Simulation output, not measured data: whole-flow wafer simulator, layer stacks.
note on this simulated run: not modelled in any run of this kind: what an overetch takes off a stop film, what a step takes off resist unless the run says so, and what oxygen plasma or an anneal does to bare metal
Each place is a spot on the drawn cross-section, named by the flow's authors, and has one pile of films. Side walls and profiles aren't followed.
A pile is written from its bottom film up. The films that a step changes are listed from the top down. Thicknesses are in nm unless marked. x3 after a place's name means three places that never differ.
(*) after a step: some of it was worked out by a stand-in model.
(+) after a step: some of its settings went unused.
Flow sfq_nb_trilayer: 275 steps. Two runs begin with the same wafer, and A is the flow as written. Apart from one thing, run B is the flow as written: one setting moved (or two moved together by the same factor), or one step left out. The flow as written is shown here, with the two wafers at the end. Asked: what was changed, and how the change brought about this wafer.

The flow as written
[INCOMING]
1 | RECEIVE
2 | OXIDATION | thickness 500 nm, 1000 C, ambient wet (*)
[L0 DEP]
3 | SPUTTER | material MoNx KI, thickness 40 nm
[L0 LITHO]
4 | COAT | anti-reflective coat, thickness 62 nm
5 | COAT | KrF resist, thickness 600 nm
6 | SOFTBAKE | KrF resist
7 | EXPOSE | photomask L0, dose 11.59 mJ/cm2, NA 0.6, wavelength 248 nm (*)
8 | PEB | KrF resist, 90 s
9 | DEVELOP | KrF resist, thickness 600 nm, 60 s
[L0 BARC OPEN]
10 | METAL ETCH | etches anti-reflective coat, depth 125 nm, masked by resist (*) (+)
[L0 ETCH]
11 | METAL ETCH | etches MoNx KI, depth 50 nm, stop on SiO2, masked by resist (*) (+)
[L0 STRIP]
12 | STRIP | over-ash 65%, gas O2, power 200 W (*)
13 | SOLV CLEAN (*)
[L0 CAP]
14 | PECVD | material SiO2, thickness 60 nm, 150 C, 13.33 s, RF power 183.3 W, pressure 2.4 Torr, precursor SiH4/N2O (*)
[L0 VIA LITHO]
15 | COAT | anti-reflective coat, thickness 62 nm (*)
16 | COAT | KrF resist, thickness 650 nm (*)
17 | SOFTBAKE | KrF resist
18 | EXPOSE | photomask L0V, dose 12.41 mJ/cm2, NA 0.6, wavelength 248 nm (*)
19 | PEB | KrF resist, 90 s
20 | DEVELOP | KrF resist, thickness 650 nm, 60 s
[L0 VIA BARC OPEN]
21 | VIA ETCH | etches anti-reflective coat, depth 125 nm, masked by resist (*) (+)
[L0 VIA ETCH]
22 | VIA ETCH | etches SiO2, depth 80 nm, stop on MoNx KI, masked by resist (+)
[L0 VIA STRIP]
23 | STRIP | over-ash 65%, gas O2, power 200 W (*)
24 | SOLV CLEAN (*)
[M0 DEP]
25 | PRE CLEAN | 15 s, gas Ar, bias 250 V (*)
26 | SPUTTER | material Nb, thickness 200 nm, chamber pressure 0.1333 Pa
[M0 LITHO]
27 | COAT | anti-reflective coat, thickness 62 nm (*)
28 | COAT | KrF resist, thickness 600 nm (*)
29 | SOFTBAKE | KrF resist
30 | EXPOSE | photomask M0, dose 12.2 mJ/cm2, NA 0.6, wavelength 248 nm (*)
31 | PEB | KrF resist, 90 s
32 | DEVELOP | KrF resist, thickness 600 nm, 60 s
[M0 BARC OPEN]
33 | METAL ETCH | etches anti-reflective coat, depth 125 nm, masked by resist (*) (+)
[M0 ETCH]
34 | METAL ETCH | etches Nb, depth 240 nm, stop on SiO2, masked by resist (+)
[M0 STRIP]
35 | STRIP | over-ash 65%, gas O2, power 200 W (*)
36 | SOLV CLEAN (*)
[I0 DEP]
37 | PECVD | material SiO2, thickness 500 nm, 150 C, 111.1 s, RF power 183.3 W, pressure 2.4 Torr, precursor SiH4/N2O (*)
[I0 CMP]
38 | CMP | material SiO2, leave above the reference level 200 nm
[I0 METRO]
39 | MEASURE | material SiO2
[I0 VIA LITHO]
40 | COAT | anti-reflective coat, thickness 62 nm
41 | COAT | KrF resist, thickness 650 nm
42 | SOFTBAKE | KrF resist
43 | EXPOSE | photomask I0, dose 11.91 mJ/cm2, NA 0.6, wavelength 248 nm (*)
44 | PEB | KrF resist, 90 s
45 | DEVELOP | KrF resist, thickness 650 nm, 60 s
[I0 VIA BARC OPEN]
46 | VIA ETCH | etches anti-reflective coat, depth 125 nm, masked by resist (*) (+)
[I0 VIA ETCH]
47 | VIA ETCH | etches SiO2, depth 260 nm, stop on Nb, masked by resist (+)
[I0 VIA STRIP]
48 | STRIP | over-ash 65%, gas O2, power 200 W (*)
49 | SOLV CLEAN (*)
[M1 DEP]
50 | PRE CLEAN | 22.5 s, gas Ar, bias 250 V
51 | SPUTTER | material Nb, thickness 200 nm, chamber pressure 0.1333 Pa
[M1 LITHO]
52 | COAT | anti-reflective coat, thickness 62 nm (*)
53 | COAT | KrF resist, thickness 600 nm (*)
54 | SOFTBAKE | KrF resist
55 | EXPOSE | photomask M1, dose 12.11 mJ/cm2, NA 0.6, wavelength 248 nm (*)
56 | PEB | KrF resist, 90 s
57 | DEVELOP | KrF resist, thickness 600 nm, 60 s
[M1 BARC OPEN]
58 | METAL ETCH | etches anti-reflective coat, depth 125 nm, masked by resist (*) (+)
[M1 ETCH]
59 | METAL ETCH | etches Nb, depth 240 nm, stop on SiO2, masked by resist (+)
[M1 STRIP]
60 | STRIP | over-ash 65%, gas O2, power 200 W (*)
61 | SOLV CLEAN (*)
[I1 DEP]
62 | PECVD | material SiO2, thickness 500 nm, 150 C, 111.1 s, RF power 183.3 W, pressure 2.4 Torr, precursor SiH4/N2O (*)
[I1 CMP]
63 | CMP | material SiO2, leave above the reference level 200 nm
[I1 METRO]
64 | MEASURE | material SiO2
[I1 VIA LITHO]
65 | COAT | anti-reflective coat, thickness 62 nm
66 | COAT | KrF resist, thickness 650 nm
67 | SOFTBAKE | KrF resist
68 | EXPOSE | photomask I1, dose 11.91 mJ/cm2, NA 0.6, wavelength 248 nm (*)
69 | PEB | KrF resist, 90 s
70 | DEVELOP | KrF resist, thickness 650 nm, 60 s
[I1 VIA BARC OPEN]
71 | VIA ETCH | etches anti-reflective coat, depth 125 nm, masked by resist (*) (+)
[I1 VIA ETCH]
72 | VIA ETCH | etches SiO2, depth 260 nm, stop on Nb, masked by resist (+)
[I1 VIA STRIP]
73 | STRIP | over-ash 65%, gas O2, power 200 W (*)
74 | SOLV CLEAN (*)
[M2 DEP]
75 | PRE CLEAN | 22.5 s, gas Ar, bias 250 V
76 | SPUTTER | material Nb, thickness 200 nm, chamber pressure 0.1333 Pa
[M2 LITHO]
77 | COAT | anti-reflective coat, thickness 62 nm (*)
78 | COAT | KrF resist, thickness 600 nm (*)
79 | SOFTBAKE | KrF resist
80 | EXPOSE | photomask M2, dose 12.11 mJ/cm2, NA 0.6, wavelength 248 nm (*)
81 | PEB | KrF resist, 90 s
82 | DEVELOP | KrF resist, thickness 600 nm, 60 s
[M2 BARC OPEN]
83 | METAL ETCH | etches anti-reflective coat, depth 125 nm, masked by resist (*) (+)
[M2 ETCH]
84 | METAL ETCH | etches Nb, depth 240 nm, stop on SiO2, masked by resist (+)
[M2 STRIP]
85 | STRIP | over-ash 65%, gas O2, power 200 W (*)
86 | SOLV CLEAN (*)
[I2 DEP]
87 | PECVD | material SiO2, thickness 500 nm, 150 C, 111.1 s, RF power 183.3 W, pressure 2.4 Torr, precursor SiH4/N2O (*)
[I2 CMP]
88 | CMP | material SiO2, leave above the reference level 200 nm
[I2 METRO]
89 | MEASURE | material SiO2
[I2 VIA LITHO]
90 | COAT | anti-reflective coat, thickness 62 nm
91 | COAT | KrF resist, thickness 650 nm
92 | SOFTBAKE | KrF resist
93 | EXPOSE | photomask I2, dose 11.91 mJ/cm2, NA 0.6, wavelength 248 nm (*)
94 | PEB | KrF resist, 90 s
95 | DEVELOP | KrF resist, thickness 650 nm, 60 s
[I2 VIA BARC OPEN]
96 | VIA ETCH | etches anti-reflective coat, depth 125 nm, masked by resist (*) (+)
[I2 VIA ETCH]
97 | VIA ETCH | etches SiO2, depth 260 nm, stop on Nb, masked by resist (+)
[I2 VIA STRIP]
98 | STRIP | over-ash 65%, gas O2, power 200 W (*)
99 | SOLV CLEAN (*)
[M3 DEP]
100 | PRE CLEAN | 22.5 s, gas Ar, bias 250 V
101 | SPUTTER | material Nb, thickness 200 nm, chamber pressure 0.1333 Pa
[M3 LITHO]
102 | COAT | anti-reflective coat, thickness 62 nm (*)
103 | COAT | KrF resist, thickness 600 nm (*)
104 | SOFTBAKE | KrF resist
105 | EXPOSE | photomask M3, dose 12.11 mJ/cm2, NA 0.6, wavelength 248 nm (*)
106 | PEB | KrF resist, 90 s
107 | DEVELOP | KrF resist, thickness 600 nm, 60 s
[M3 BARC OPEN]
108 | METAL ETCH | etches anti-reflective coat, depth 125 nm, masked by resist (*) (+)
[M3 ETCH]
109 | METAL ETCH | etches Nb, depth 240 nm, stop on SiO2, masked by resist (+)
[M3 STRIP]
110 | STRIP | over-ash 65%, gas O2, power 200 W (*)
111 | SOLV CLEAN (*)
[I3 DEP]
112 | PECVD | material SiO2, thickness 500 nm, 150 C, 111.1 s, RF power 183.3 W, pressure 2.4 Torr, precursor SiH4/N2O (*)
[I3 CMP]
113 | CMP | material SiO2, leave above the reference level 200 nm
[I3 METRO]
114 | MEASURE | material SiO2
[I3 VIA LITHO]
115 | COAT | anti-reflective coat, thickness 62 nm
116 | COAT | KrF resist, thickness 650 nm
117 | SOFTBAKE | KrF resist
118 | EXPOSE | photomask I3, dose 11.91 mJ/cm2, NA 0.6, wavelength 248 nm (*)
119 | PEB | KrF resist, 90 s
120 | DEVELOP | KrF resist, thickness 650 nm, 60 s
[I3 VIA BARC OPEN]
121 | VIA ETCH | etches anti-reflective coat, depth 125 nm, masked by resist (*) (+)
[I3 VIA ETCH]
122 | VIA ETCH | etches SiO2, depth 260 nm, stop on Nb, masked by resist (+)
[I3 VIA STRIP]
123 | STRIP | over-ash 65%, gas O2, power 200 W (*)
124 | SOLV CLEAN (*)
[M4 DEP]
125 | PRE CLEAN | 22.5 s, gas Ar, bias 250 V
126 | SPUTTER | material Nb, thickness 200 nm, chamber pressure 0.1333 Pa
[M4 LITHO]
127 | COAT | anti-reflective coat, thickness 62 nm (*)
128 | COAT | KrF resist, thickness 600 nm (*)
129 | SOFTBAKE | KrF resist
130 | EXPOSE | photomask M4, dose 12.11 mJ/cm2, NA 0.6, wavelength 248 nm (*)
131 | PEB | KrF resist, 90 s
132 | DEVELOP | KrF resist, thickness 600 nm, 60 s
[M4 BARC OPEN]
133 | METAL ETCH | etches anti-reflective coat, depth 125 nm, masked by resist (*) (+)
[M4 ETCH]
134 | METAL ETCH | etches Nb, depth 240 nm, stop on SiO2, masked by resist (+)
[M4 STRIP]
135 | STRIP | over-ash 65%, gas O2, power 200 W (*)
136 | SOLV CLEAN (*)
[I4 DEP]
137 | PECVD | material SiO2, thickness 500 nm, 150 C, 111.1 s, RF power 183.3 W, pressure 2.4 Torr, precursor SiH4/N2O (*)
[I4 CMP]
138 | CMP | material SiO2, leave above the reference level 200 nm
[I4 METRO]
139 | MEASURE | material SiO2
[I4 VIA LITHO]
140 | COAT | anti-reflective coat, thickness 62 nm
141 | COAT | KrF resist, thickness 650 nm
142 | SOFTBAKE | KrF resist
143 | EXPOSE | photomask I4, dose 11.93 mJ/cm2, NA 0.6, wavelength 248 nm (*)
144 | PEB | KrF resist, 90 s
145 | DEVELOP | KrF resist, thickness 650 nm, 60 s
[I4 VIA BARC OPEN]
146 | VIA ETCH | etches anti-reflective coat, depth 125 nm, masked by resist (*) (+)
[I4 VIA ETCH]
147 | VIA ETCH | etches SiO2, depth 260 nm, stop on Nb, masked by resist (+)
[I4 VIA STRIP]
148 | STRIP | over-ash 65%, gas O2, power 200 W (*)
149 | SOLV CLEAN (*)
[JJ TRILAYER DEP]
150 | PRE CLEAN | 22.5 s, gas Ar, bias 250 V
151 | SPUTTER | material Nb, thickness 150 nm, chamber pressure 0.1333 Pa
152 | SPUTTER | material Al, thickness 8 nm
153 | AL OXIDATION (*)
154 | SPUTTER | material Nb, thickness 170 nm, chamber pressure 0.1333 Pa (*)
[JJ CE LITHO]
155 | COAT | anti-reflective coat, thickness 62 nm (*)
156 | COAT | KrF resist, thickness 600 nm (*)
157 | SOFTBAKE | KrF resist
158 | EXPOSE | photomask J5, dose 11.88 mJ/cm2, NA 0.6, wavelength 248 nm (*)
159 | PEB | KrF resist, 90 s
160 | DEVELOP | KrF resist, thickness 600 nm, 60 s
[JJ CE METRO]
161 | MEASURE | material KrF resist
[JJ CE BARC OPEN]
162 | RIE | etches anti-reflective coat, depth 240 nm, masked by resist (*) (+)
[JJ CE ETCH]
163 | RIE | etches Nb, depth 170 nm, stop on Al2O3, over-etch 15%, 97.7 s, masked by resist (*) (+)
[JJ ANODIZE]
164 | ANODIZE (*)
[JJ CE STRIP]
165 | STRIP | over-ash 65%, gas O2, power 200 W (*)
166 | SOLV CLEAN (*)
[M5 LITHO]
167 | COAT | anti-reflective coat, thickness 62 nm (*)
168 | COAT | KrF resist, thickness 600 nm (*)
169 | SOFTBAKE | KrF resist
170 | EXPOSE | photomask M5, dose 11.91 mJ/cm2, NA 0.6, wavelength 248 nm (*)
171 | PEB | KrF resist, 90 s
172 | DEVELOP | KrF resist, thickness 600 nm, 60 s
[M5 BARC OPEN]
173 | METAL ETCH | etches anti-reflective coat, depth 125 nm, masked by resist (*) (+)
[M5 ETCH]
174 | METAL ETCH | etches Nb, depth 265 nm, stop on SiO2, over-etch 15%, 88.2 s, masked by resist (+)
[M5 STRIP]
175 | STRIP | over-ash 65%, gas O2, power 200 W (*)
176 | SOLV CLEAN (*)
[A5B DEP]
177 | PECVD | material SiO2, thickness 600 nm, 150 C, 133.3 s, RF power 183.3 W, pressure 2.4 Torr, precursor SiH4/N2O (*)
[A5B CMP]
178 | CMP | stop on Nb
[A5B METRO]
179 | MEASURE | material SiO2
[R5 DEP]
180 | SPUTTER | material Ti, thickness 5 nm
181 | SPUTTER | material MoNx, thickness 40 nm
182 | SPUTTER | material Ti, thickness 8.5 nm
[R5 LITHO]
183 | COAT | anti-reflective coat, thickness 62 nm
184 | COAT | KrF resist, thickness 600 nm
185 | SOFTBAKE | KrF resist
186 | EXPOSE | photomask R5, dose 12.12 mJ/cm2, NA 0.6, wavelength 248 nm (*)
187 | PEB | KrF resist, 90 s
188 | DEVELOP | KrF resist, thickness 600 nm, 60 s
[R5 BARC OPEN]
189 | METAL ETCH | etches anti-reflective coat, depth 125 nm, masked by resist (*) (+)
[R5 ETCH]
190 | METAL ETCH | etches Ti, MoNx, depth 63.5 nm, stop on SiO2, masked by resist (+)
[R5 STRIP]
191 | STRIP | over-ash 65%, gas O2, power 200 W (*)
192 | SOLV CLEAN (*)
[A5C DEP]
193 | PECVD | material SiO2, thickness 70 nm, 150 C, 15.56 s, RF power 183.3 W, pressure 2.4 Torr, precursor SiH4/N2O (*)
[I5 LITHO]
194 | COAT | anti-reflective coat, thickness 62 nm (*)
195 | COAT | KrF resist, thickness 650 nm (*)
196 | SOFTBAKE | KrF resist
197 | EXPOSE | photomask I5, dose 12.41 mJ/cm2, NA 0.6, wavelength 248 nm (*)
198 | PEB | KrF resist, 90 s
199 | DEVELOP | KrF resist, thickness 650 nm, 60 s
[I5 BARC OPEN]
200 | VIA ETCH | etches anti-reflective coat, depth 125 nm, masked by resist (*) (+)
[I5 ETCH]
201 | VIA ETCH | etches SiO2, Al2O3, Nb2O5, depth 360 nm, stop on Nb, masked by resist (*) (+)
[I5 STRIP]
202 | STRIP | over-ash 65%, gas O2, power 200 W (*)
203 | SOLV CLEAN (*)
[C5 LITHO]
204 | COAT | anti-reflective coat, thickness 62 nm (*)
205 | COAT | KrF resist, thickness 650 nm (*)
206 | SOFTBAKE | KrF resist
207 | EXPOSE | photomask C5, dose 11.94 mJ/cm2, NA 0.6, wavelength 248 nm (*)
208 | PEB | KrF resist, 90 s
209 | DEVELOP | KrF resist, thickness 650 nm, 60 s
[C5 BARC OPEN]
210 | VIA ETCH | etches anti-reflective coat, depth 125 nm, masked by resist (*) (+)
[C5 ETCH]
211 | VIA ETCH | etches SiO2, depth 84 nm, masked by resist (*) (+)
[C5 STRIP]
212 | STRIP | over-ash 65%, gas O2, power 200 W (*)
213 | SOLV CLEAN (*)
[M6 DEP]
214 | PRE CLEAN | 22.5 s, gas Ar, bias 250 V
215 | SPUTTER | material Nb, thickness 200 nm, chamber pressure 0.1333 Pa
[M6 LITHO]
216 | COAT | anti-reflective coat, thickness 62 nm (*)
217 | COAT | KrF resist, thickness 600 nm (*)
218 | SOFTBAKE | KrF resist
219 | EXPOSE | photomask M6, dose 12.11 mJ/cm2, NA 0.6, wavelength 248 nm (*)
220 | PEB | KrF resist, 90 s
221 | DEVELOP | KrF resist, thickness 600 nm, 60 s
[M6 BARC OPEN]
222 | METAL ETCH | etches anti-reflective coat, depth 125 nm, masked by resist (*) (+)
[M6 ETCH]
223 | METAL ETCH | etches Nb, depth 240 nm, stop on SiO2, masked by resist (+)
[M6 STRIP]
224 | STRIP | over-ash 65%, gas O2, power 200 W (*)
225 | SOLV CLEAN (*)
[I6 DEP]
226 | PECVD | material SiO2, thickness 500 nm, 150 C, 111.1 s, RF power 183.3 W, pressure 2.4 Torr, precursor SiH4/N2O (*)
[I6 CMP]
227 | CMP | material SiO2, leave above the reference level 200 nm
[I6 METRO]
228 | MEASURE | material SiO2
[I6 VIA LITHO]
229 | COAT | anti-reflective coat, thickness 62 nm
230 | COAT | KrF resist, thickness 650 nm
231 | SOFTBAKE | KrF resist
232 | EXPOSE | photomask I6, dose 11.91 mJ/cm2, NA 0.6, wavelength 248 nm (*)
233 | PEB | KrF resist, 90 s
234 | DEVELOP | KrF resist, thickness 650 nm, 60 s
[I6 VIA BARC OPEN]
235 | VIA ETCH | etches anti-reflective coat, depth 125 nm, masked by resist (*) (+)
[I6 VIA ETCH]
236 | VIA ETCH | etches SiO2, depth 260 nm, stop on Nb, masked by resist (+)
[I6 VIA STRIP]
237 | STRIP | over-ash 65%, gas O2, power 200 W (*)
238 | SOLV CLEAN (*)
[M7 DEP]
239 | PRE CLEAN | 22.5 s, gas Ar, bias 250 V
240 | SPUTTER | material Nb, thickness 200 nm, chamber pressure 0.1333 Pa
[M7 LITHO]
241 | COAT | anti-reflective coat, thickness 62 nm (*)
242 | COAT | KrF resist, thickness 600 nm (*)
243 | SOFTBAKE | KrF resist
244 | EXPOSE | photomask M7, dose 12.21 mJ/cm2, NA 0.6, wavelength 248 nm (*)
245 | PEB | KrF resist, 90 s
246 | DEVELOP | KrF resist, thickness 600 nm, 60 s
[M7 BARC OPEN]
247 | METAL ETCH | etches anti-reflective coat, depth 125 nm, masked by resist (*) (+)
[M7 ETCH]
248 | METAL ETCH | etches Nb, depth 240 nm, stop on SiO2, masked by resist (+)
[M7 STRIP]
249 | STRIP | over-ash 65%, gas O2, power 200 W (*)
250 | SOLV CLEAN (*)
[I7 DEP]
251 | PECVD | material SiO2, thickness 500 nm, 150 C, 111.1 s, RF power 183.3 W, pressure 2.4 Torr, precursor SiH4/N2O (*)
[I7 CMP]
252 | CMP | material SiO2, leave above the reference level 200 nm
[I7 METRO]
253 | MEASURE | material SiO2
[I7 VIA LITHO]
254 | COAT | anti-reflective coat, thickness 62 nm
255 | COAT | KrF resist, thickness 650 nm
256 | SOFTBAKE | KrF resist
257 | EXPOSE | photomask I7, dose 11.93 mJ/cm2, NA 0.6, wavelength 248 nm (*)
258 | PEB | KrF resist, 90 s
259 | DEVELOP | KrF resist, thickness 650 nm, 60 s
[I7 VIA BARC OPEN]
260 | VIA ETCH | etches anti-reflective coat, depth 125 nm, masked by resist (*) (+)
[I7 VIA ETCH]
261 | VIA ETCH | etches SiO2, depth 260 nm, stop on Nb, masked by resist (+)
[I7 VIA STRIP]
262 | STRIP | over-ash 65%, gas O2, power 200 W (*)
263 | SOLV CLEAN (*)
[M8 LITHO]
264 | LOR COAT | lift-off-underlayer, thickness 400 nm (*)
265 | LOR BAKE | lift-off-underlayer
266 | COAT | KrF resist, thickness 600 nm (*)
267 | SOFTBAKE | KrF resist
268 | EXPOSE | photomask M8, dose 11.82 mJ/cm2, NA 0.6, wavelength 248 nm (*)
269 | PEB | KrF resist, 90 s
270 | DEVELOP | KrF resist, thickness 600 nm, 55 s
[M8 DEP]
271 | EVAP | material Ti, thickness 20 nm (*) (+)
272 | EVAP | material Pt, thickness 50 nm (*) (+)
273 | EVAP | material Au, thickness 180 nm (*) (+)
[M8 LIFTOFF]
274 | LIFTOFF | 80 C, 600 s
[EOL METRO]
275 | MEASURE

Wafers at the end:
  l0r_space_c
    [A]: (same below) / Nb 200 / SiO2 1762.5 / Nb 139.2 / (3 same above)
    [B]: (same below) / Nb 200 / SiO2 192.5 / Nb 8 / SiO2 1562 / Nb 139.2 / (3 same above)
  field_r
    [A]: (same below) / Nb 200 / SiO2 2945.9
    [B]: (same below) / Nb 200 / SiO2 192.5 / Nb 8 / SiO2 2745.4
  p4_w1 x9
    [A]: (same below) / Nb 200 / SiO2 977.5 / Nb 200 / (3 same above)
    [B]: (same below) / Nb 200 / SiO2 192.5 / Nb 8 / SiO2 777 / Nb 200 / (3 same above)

The reason: step 59, METAL ETCH: depth 192 nm was run, while the flow as written has depth 240 nm.

Step by step, how the change led to this:
  59 | METAL ETCH | etches Nb, depth 240 nm, stop on SiO2, masked by resist (+)
      field_l, be, be_sur and 79 more: A Nb loses 200 (all of it) | B Nb loses 192
      v_sur, via_wl, via_w and 21 more: A KrF resist loses 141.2 | B KrF resist loses 112.9
  60 | STRIP | over-ash 65%, gas O2, power 200 W (*)
      wl_j_sl, wl_jj, wl_j_sr and 13 more: A KrF resist loses 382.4 (all of it), anti-reflective coat loses 62 (all of it) | B KrF resist loses 410.6 (all of it), anti-reflective coat loses 62 (all of it)
      v_sur: A KrF resist loses 365.9 (all of it), anti-reflective coat loses 61.1 (all of it) | B KrF resist loses 394.1 (all of it), anti-reflective coat loses 61.1 (all of it)
      (and at 7 other places as well)
  62 | PECVD | material SiO2, thickness 500 nm, 150 C, 111.1 s, RF power 183.3 W, pressure 2.4 Torr, precursor SiH4/N2O (*)
      field_l, be, be_sur and 72 more: A SiO2 gains 500 | B SiO2 gains 500 (new film)
      lsp_m, ln_m6, lsp_r, l0_sur, l0v: A SiO2 gains 494.9 | B SiO2 gains 500 (new film)
      (and at 2 other places as well)
  63 | CMP | material SiO2, leave above the reference level 200 nm
      field_l, be, be_sur and 72 more: A SiO2 loses 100 | B SiO2 loses 108
      lsp_m, ln_m6, lsp_r, l0_sur, l0v: A SiO2 loses 94.9 | B SiO2 loses 108
Taking metal films that touch as one body, l0r_space_c has 3 bodies (between them, from the top down: SiO2 1562; SiO2 192.5); the flow as written gives 2 bodies (between them, from the top down: SiO2 1762.5).
Taking metal films that touch as one body, field_r has 2 bodies (between them, from the top down: SiO2 192.5); the flow as written gives 1 body.
Taking metal films that touch as one body, p4_w1 x9 has 4 bodies (between them, from the top down: SiO2 192.5; SiO2 777; SiO2 192.5); the flow as written gives 3 bodies (between them, from the top down: SiO2 192.5; SiO2 977.5).
